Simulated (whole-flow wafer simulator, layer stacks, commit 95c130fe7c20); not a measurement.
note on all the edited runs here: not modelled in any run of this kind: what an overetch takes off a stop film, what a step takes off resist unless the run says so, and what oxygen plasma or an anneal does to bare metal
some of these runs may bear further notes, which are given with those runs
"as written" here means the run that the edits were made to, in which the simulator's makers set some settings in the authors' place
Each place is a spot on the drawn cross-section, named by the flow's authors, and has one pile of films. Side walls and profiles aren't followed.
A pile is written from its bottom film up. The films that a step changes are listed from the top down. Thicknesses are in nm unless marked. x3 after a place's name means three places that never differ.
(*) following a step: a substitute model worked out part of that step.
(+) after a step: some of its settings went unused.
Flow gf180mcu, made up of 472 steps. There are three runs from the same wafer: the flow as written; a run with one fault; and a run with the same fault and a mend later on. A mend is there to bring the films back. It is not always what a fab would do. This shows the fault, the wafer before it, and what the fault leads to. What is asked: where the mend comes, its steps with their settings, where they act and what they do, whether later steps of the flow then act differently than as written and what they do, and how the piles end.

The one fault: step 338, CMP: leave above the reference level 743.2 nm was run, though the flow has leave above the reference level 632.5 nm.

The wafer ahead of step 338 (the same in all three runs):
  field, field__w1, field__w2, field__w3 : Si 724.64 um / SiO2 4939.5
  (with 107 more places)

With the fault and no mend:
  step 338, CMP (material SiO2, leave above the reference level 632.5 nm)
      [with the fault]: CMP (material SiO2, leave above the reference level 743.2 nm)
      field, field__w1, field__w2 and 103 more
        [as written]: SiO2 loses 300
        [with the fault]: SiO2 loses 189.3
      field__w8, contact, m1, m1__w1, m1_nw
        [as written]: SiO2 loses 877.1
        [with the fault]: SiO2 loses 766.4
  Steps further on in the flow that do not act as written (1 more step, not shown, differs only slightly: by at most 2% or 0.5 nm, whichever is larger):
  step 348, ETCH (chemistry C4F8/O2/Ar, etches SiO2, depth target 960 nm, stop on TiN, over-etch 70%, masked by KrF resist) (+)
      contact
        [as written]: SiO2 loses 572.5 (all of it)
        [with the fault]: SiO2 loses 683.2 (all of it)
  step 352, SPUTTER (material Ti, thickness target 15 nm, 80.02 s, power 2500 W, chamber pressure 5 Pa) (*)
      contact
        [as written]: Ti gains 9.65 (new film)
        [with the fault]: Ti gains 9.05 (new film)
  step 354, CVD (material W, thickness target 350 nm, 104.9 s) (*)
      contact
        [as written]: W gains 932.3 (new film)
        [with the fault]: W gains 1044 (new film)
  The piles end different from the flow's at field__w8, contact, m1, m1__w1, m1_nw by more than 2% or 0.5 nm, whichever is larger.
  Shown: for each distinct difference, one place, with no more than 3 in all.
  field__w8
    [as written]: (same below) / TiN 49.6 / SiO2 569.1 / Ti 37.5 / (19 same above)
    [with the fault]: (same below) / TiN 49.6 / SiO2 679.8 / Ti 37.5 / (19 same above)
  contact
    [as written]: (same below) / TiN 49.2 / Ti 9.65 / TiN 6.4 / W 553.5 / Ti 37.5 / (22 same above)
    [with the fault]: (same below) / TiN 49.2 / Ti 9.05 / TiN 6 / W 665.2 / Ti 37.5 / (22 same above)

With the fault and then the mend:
  The mend stands after step 346.
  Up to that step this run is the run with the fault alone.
  step 346a, STRIP (chemistry O2/N2, power 2160 W, pressure 1700 mTorr) (*)
      field, field__w1, field__w2 and 107 more
        KrF resist loses 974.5 (all of it), anti-reflective coat loses 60 (all of it)
      contact
        anti-reflective coat loses 60 (all of it)
  step 346b, CMP (material SiO2, leave above the reference level 632.5 nm) (the flow's step 338 again)
      field, field__w1, field__w2 and 108 more
        SiO2 loses 110.7
  step 346c, HMDS (120 C, 60 s) (the flow's step 340 again)
      leaves every film unchanged at each place that is followed
  step 346d, COAT (anti-reflective coat, thickness 60 nm, 182 C, 71 s) (the flow's step 341 again)
      field, field__w1, field__w2 and 108 more
        anti-reflective coat gains 60 (new film)
  step 346e, COAT (KrF resist, thickness 1000 nm) (the flow's step 342 again)
      field, field__w1, field__w2 and 108 more
        KrF resist gains 1000 (new film)
  step 346f, SOFTBAKE (KrF resist) (the flow's step 343 again)
      leaves every film unchanged at each place that is followed
  step 346g, EXPOSE (photomask Via3) (the flow's step 344 again)
      leaves every film unchanged at each place that is followed
  step 346h, PEB (KrF resist, 135 C, 90 s) (the flow's step 345 again)
      field, field__w1, field__w2 and 108 more
        KrF resist loses 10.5
  step 346i, DEVELOP (KrF resist, thickness 1000 nm, 60 s) (the flow's step 346 again)
      field, field__w1, field__w2 and 107 more
        KrF resist loses 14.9
      contact
        KrF resist loses 989.5 (all of it)
  Every later step of the flow that is run acts as written at every place that is followed.
  At every place that both follow, the piles at the end match the flow's.
